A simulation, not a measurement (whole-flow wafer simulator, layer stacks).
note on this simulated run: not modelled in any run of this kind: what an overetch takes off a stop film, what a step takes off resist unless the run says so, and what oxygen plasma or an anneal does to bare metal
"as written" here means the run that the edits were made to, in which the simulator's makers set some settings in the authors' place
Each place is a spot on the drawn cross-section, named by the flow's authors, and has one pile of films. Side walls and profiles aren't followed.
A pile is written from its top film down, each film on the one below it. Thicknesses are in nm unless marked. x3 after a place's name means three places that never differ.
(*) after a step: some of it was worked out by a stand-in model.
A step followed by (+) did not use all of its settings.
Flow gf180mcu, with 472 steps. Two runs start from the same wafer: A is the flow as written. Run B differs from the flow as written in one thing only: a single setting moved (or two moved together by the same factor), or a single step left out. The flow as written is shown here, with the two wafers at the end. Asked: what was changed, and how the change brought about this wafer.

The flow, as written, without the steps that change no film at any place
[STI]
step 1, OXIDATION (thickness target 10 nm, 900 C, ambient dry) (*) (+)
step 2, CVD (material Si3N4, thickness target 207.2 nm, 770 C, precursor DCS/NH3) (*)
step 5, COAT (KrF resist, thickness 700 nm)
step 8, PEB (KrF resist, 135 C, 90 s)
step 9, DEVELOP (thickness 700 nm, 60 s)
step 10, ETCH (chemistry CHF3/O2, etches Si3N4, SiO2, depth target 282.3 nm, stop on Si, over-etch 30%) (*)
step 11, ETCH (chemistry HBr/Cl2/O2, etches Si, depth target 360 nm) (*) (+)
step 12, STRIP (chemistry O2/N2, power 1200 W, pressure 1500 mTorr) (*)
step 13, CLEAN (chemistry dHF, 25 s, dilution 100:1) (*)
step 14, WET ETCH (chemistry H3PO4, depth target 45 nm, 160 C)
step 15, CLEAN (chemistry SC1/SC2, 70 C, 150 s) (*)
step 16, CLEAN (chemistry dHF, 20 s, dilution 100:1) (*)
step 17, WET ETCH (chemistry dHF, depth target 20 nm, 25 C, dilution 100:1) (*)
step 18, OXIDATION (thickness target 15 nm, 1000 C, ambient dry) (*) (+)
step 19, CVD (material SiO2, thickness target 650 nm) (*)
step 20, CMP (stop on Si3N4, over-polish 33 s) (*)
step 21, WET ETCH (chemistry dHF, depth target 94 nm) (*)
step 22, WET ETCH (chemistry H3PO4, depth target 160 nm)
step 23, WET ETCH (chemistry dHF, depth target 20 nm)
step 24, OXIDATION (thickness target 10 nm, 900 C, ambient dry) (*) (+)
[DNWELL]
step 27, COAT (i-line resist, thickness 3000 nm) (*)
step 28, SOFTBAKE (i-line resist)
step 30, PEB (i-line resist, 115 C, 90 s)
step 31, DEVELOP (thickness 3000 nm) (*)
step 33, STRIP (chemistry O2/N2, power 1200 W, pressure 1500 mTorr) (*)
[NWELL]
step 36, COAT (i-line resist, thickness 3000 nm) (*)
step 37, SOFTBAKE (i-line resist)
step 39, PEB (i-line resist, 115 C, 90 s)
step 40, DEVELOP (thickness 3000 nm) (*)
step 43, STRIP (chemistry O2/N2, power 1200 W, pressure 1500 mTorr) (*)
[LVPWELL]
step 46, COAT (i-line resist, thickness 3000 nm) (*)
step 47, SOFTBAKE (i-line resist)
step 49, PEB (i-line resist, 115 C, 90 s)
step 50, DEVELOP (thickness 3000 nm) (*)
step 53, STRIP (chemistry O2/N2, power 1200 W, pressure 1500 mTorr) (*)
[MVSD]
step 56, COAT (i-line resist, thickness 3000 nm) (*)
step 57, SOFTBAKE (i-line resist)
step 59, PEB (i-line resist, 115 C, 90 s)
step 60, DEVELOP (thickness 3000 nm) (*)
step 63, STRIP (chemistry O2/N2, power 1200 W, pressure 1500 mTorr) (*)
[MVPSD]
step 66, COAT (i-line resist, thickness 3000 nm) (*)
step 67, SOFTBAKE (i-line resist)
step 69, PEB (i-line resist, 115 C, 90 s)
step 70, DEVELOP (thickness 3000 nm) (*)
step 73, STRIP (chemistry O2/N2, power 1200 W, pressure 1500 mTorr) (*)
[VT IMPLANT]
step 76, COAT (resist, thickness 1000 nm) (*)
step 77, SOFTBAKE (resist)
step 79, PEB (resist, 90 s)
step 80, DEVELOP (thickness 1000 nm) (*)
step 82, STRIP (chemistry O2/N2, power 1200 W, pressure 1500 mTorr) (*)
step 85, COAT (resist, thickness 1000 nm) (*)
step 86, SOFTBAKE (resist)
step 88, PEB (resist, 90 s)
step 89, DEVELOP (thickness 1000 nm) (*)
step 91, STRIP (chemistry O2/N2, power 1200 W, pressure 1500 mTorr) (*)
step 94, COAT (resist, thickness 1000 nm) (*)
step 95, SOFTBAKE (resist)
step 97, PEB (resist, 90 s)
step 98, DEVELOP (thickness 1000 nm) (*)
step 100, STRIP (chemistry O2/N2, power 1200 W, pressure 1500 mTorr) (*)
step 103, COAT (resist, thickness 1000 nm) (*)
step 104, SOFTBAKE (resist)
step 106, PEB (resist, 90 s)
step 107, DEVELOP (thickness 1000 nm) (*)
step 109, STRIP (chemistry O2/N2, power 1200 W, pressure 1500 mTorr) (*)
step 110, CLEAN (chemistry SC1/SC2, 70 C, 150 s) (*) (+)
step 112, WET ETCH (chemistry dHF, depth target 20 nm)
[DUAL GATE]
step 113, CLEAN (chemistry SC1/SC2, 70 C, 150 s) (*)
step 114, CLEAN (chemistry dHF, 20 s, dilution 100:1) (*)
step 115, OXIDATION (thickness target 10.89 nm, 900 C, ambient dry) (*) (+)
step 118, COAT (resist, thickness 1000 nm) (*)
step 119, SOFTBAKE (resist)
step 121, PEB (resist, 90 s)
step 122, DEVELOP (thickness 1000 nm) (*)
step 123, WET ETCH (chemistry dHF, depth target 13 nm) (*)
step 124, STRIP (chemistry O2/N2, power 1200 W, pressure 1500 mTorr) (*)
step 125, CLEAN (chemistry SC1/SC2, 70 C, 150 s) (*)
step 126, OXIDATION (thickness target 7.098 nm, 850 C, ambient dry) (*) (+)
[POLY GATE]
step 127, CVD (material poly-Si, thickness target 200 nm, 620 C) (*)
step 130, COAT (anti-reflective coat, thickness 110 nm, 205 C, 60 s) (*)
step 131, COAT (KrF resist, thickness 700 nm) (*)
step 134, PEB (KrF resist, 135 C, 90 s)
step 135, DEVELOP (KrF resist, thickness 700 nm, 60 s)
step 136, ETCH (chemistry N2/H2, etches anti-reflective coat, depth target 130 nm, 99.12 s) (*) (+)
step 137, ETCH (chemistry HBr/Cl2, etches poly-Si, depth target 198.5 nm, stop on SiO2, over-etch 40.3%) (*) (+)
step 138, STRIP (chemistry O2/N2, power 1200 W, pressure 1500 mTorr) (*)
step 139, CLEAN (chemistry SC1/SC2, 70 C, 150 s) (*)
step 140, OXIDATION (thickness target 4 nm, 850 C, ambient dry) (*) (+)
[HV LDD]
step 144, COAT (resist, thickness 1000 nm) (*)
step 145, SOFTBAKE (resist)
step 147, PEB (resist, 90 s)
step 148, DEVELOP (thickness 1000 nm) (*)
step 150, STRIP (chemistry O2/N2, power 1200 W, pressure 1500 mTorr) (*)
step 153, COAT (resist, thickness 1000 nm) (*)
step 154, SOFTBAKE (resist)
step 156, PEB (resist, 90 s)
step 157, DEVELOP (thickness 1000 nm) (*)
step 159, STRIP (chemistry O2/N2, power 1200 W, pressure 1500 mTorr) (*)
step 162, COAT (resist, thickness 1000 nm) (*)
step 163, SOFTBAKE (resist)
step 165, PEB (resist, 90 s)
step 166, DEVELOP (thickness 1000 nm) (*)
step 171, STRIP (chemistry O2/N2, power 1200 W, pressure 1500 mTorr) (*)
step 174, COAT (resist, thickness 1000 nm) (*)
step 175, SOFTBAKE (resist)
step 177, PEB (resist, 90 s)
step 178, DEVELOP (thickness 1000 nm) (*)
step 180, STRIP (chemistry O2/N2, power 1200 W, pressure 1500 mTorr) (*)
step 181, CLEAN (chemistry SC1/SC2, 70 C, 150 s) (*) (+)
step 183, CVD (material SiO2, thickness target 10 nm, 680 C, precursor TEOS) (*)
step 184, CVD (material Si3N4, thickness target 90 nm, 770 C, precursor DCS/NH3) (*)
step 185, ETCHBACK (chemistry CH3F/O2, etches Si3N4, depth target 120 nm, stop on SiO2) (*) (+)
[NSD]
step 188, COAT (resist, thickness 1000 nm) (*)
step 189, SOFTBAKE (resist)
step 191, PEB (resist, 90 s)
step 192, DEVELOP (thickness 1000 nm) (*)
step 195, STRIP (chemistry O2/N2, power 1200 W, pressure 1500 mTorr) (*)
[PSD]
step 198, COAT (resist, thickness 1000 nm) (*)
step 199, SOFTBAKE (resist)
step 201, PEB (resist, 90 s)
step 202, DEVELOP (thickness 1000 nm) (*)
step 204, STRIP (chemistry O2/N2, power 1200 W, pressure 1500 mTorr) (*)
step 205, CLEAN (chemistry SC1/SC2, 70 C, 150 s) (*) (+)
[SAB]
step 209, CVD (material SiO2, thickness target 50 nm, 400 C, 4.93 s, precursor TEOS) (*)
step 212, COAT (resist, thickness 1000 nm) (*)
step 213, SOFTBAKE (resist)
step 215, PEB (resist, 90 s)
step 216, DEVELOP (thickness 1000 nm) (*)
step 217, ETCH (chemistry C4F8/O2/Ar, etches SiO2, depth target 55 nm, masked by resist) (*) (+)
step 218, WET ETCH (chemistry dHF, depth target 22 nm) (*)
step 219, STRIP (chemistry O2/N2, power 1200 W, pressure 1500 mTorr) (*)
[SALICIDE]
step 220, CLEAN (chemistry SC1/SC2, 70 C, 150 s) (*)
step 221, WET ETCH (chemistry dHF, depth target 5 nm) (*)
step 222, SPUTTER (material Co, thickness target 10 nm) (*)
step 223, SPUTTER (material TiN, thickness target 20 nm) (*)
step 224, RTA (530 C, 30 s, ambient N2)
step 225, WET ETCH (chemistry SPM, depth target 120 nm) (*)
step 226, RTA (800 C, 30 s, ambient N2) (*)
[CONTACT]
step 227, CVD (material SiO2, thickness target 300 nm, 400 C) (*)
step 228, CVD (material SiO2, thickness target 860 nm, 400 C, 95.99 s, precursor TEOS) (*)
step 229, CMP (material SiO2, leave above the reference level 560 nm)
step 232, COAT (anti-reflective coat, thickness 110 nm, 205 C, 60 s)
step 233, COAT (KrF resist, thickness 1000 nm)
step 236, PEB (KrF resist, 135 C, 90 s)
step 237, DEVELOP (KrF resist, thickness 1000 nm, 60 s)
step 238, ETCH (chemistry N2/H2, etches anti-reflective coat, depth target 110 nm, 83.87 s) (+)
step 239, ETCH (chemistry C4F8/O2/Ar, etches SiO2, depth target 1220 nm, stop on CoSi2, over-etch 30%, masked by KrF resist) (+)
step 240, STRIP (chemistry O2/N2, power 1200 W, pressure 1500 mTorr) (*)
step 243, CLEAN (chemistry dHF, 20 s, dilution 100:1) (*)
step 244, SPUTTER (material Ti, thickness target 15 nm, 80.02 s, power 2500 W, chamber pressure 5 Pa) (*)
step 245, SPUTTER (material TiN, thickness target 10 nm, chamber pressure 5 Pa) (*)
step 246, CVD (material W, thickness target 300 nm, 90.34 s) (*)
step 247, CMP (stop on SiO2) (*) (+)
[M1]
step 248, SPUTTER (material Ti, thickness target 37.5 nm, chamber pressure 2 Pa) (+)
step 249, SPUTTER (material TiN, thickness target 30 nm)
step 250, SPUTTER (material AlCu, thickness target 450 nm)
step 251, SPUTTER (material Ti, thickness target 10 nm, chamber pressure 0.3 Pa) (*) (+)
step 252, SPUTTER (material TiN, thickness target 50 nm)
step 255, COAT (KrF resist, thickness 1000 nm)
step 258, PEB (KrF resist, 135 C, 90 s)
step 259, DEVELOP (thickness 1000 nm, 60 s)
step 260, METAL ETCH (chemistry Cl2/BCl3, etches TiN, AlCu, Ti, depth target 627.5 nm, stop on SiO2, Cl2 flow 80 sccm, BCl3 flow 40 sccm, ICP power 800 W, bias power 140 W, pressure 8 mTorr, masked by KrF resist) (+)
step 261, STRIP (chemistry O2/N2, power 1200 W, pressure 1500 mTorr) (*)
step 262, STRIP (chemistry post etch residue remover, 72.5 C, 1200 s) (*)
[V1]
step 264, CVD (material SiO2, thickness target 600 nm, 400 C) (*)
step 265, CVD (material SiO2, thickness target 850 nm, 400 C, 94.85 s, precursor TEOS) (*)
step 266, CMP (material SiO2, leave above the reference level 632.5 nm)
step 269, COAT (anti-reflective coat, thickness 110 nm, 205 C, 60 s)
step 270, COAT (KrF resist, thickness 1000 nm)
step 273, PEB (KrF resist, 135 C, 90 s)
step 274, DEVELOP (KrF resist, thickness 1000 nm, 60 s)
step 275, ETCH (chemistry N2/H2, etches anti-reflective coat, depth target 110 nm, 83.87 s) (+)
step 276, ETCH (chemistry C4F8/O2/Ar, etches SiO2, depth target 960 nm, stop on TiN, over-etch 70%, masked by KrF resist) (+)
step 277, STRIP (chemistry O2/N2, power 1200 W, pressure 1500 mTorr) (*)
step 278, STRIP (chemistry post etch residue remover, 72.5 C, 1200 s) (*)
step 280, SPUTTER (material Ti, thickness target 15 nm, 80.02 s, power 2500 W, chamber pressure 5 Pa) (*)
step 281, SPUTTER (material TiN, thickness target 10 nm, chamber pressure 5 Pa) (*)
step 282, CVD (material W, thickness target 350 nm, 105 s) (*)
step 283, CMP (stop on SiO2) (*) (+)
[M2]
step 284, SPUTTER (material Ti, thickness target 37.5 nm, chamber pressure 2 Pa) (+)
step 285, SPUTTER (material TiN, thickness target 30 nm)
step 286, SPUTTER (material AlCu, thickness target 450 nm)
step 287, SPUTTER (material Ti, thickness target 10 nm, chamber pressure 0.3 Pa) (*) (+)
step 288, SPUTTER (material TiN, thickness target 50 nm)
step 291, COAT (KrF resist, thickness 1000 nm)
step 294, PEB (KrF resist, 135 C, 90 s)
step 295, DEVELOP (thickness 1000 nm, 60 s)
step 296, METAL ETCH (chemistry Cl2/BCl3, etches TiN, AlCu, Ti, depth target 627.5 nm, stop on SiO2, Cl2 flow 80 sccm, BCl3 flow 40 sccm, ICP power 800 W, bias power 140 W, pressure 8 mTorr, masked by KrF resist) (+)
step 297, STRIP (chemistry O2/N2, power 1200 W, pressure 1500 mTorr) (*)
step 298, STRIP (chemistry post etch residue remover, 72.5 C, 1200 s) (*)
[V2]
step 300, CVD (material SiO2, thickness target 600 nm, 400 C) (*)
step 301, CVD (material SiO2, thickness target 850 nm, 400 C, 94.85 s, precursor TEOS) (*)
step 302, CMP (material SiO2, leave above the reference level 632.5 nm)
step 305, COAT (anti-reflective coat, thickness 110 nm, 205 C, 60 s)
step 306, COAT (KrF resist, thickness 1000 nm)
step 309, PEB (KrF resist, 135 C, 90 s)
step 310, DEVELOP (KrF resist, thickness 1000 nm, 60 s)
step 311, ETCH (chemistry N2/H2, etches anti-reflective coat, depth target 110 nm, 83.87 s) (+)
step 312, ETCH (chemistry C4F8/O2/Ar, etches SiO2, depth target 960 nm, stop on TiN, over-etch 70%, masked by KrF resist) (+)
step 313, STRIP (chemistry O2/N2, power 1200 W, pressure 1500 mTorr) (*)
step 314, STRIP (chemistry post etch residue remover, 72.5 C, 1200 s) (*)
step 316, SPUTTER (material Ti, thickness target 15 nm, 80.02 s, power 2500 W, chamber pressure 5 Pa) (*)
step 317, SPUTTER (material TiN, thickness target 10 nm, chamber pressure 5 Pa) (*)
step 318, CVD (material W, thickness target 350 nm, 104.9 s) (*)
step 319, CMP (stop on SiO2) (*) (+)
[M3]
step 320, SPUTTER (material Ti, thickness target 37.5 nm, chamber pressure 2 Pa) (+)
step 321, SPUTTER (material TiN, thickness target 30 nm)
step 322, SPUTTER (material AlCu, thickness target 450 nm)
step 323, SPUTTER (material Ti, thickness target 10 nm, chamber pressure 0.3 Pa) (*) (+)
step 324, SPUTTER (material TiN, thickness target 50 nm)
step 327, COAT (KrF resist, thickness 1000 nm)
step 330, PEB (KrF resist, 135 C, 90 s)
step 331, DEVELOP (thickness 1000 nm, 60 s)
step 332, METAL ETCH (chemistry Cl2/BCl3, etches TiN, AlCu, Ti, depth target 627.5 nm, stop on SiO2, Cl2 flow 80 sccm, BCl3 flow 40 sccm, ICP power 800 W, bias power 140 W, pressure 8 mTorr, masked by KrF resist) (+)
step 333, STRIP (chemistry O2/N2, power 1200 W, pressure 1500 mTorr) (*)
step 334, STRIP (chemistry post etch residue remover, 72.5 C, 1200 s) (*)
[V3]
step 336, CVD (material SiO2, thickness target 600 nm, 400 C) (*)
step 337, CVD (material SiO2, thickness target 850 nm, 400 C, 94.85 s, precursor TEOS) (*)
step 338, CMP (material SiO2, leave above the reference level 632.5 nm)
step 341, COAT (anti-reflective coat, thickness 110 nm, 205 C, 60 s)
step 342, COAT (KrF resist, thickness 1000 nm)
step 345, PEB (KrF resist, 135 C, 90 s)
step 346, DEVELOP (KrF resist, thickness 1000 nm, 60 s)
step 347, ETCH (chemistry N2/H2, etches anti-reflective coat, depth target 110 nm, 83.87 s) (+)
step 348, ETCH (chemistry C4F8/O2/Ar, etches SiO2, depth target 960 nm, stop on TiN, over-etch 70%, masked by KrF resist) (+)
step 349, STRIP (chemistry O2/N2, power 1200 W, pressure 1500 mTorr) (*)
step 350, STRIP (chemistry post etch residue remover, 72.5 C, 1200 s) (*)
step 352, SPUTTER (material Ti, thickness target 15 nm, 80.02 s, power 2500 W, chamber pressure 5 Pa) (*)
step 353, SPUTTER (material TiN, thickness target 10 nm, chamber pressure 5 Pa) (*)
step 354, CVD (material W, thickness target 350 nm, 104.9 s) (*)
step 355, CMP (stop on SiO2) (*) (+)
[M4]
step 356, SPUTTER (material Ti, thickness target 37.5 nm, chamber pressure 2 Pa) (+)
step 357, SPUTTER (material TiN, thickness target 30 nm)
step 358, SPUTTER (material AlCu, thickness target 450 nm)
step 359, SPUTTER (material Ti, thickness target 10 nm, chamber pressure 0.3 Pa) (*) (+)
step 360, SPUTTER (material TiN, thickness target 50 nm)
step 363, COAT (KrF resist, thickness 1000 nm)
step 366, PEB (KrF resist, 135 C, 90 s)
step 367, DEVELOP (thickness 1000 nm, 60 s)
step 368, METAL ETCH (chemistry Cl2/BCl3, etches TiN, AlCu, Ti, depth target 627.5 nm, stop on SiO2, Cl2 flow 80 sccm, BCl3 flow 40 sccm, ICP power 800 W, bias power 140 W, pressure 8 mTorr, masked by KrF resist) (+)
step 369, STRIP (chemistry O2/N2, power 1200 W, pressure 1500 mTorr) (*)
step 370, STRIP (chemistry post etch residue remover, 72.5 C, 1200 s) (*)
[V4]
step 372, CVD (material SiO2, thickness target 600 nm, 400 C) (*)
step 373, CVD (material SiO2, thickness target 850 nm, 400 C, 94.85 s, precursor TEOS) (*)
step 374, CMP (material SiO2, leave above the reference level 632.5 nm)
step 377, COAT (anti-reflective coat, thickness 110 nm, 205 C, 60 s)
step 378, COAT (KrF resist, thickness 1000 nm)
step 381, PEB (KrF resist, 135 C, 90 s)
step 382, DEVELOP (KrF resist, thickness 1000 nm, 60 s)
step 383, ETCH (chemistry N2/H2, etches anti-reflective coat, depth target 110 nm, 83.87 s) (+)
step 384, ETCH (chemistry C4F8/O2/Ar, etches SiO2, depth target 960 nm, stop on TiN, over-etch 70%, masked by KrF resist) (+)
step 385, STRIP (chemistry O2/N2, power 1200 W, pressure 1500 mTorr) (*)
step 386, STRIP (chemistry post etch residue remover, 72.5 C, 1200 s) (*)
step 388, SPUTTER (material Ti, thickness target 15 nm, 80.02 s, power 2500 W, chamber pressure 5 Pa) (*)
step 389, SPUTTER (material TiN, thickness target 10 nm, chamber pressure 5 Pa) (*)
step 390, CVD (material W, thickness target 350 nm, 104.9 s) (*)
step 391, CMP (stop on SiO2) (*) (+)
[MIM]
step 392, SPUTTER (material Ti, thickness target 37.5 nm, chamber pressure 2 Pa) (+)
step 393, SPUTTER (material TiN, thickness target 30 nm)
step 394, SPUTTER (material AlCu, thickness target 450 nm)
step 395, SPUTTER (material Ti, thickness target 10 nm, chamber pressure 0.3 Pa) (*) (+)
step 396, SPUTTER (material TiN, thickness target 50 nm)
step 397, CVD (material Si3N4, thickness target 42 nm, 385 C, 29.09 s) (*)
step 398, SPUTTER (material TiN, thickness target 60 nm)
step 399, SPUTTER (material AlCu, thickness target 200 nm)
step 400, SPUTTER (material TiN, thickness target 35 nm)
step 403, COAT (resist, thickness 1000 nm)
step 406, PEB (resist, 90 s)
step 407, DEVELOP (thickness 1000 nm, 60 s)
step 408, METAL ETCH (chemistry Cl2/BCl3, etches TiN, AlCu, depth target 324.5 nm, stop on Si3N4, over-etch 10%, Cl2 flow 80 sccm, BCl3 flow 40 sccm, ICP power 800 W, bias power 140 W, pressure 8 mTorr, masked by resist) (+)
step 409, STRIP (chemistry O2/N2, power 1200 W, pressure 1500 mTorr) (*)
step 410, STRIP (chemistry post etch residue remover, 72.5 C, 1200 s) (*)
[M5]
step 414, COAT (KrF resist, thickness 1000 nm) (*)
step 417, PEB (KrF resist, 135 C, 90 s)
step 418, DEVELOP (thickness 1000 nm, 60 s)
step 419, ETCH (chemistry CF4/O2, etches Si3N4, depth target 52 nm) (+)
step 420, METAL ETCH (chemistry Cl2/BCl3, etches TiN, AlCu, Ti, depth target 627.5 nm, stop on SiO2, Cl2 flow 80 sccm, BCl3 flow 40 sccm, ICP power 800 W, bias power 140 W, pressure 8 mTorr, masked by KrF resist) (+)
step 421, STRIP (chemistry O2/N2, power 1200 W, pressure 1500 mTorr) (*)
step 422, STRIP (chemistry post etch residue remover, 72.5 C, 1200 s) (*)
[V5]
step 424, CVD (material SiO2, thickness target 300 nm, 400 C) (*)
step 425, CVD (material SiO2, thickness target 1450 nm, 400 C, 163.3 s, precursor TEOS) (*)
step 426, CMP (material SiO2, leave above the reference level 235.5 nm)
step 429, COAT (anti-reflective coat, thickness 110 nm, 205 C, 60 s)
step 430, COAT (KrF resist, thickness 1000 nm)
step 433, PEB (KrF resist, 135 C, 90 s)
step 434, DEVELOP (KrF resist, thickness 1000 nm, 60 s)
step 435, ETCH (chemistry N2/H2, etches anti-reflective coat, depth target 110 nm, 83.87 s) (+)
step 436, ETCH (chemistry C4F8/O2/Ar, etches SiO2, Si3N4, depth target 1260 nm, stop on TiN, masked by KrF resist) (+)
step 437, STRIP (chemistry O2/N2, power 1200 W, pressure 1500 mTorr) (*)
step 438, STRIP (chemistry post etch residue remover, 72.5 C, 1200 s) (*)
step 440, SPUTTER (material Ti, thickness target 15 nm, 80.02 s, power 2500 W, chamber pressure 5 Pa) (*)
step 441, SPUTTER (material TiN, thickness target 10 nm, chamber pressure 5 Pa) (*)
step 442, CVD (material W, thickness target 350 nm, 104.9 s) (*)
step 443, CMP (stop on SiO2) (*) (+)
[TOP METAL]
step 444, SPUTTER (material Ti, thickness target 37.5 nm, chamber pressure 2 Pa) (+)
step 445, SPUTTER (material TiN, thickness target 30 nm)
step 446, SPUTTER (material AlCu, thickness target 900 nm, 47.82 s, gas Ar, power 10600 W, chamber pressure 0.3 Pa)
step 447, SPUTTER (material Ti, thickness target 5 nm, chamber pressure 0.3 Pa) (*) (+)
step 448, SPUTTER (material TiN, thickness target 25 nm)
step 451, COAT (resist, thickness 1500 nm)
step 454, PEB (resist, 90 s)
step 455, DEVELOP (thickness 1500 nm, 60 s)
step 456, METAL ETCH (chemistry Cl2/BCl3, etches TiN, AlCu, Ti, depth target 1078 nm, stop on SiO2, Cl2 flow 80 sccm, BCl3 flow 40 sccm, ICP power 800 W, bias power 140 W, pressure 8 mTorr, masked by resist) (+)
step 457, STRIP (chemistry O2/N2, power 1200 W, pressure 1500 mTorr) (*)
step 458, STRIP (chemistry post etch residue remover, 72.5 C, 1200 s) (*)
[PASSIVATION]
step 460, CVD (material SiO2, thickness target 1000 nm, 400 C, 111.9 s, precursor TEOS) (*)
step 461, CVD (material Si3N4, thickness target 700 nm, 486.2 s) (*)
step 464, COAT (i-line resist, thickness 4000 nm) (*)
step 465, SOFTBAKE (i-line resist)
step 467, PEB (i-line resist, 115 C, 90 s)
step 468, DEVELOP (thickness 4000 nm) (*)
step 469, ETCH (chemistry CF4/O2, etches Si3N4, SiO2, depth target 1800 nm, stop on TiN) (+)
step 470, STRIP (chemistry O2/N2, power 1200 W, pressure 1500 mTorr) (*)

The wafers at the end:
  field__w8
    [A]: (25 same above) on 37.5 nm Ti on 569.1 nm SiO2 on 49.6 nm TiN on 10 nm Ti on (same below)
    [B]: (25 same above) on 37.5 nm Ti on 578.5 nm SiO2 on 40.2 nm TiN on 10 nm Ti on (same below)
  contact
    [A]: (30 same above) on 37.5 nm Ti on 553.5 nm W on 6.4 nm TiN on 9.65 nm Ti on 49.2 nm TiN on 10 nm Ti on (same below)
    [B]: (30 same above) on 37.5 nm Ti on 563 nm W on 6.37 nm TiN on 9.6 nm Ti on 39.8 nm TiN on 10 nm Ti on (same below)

The reason: step 288, SPUTTER: thickness target 40.62 nm was run, while the flow as written has thickness target 50 nm.

How this came from the change, step by step:
  step 288, SPUTTER (material TiN, thickness target 50 nm)
      field, field__w1, field__w2 and 108 more: A +50 TiN (new film) | B +40.6 TiN (new film)
  step 296, METAL ETCH (chemistry Cl2/BCl3, etches TiN, AlCu, Ti, depth target 627.5 nm, stop on SiO2, Cl2 flow 80 sccm, BCl3 flow 40 sccm, ICP power 800 W, bias power 140 W, pressure 8 mTorr, masked by KrF resist) (+)
      field, field__w1, field__w2 and 103 more: A -50 TiN (all of it), -10 Ti (all of it), -450 AlCu (all of it), -30 TiN (all of it), -37.5 Ti (all of it) | B -40.6 TiN (all of it), -10 Ti (all of it), -450 AlCu (all of it), -30 TiN (all of it), -37.5 Ti (all of it)
